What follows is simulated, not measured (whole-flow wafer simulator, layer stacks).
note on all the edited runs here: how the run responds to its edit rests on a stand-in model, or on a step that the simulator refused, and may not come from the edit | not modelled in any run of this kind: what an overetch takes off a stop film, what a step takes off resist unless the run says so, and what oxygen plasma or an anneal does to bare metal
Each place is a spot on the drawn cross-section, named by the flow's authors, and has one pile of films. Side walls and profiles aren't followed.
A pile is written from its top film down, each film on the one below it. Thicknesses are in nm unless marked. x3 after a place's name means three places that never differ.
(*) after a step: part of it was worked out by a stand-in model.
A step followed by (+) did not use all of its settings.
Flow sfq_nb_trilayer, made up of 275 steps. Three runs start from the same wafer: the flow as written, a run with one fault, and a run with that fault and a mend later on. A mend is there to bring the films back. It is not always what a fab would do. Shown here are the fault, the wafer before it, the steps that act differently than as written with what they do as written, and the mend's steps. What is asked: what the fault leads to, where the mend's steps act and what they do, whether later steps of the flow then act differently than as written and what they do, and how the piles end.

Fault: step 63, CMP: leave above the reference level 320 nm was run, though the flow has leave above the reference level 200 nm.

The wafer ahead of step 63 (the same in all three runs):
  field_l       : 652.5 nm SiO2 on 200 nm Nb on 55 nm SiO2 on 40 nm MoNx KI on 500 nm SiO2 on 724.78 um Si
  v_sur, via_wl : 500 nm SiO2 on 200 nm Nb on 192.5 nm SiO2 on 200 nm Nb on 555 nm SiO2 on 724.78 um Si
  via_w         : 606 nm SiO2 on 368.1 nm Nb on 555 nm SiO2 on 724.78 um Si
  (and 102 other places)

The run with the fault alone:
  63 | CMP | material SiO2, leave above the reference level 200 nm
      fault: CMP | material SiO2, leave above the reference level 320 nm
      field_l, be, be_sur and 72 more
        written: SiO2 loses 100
        fault: nothing
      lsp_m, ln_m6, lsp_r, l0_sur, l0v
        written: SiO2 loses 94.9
        fault: nothing
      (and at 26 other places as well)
  Steps later in the flow that act otherwise than as written (not shown: 5 more steps that differ only slightly, by at most 2% or 0.5 nm, whichever is larger):
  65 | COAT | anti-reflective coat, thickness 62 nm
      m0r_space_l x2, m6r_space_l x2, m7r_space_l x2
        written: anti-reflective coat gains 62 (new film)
        fault: anti-reflective coat gains 65 (new film)
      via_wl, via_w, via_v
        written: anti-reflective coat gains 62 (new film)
        fault: anti-reflective coat gains 60.4 (new film)
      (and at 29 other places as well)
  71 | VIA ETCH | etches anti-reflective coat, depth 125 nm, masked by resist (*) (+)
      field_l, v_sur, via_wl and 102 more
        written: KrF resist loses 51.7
        fault: KrF resist loses 50.4
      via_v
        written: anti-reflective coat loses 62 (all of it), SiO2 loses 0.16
        fault: anti-reflective coat loses 60.4 (all of it), SiO2 loses 0.15
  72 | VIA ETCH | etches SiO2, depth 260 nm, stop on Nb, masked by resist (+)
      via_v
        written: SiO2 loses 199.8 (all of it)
        fault: SiO2 loses 260
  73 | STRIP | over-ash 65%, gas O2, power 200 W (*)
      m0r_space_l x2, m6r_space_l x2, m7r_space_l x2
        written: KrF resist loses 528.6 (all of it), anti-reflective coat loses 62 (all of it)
        fault: KrF resist loses 531.8 (all of it), anti-reflective coat loses 65 (all of it)
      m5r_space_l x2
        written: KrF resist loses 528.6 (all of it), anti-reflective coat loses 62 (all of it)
        fault: KrF resist loses 531.8 (all of it), anti-reflective coat loses 63.8 (all of it)
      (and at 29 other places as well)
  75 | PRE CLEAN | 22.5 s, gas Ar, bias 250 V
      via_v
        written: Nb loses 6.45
        fault: SiO2 loses 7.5
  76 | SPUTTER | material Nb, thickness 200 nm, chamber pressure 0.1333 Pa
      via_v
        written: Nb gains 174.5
        fault: Nb gains 163.1 (new film)
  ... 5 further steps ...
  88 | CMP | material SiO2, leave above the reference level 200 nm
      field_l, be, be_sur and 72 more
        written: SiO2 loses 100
        fault: SiO2 loses 80
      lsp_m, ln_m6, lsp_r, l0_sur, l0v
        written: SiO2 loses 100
        fault: SiO2 loses 74.9
  By the end, the piles at field_l, v_sur, via_wl and 103 more depart from the flow's by more than 2% or 0.5 nm, whichever is larger.
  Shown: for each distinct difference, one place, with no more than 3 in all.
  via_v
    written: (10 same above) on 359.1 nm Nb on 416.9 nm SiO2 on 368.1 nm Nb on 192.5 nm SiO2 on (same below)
    fault: (10 same above) on 359.1 nm Nb on 489.6 nm SiO2 on 163.1 nm Nb on 52.3 nm SiO2 on 200 nm Nb on 192.5 nm SiO2 on (same below)
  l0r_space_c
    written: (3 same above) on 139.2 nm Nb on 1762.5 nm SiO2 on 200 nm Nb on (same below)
    fault: (3 same above) on 139.2 nm Nb on 1882.5 nm SiO2 on 200 nm Nb on (same below)
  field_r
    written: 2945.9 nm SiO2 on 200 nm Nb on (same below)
    fault: 3065.9 nm SiO2 on 200 nm Nb on (same below)

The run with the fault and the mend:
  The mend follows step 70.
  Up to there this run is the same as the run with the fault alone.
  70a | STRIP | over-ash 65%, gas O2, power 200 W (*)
      m0r_line_l x2, m6r_line_l x2, m7r_line_l x2
        KrF resist loses 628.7 (all of it), anti-reflective coat loses 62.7 (all of it)
      m0r_space_l x2, m6r_space_l x2, m7r_space_l x2
        KrF resist loses 627 (all of it), anti-reflective coat loses 65 (all of it)
      p3_l3, p3_s3, p3_l4, p3_s4, p3_l5
        KrF resist loses 625.8 (all of it), anti-reflective coat loses 62.2 (all of it)
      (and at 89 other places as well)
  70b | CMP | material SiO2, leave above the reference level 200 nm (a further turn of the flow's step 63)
      field_l, be, be_sur and 72 more
        SiO2 loses 100
      v_sur, via_wl, via_w and 23 more
        SiO2 loses 120
      lsp_m, ln_m6, lsp_r, l0_sur, l0v
        SiO2 loses 94.9
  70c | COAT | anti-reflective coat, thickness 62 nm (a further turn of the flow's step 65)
      field_l, v_sur, via_wl and 103 more
        anti-reflective coat gains 62 (new film)
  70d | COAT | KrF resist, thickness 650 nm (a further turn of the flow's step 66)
      field_l, v_sur, via_wl and 103 more
        KrF resist gains 650 (new film)
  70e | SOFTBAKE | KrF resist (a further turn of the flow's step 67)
      alters no film at any place that is followed
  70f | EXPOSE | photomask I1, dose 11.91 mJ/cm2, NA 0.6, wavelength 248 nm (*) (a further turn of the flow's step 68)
      alters no film at any place that is followed
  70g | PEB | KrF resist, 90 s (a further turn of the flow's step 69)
      field_l, v_sur, via_wl and 103 more
        KrF resist loses 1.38
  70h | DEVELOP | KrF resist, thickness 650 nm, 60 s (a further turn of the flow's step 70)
      field_l, v_sur, via_wl and 102 more
        KrF resist loses 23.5
      via_v
        KrF resist loses 648.6 (all of it)
  Later steps of the flow that are run all act as written at every place that is followed.
  At every place that both follow, the piles at the end match the flow's.
